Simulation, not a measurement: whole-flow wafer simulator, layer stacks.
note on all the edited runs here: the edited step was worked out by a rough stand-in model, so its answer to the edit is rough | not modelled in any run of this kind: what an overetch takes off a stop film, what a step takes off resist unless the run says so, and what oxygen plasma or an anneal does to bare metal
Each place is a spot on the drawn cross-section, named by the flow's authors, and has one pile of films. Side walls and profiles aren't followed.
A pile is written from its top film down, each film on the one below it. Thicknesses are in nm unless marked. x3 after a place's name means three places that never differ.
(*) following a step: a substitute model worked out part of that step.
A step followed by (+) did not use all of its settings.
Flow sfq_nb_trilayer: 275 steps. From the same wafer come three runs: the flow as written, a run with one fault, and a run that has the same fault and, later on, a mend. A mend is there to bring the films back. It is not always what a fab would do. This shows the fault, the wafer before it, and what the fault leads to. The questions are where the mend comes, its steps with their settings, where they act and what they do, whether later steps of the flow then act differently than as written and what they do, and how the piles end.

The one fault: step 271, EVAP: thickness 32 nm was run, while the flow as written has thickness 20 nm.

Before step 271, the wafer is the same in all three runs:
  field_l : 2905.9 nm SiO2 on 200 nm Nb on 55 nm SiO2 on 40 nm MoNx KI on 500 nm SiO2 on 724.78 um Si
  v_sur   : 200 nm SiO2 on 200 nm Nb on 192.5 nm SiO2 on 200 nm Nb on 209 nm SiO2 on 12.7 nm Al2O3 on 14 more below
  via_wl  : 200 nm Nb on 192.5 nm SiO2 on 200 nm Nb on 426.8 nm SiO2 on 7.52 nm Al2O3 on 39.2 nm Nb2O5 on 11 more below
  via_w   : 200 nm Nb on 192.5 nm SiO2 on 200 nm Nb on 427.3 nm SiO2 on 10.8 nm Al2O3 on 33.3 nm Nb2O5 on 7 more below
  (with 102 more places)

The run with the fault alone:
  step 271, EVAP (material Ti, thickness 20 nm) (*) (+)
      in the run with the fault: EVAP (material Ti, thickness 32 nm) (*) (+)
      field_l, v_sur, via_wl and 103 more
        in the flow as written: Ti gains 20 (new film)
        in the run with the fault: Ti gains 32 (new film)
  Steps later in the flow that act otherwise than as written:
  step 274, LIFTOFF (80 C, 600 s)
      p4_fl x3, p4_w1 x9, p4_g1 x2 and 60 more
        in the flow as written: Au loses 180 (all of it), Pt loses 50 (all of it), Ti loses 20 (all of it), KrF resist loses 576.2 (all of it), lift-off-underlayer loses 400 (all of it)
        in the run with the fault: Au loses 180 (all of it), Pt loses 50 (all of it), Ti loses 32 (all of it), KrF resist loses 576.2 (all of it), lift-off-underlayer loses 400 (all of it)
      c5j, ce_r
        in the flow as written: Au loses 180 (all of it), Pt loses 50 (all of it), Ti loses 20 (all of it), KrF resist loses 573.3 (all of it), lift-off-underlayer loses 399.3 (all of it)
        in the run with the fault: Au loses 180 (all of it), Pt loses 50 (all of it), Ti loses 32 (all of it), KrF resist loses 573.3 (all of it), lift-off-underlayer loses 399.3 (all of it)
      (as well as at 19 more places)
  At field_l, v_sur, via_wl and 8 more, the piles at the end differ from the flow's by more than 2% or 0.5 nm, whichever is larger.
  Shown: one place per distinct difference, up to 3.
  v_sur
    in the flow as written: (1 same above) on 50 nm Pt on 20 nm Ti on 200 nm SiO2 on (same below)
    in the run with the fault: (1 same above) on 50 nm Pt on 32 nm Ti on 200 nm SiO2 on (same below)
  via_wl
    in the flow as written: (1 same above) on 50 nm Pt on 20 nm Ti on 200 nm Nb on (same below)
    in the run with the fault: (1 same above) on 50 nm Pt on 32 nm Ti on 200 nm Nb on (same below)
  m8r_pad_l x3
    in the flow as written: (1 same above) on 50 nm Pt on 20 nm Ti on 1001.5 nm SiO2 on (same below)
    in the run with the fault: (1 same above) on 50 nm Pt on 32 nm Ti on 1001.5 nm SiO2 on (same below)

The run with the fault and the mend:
  The mend stands after step 271.
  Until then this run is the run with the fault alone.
  step 271a, METAL ETCH (etches Ti, MoNx, depth 12 nm) (a further turn of the flow's step 190, with different settings)
      field_l, v_sur, via_wl and 103 more
        Ti loses 12
  None of the later steps of the flow acts differently than as written at any place that is followed.
  At every place that both follow, the piles at the end match the flow's.
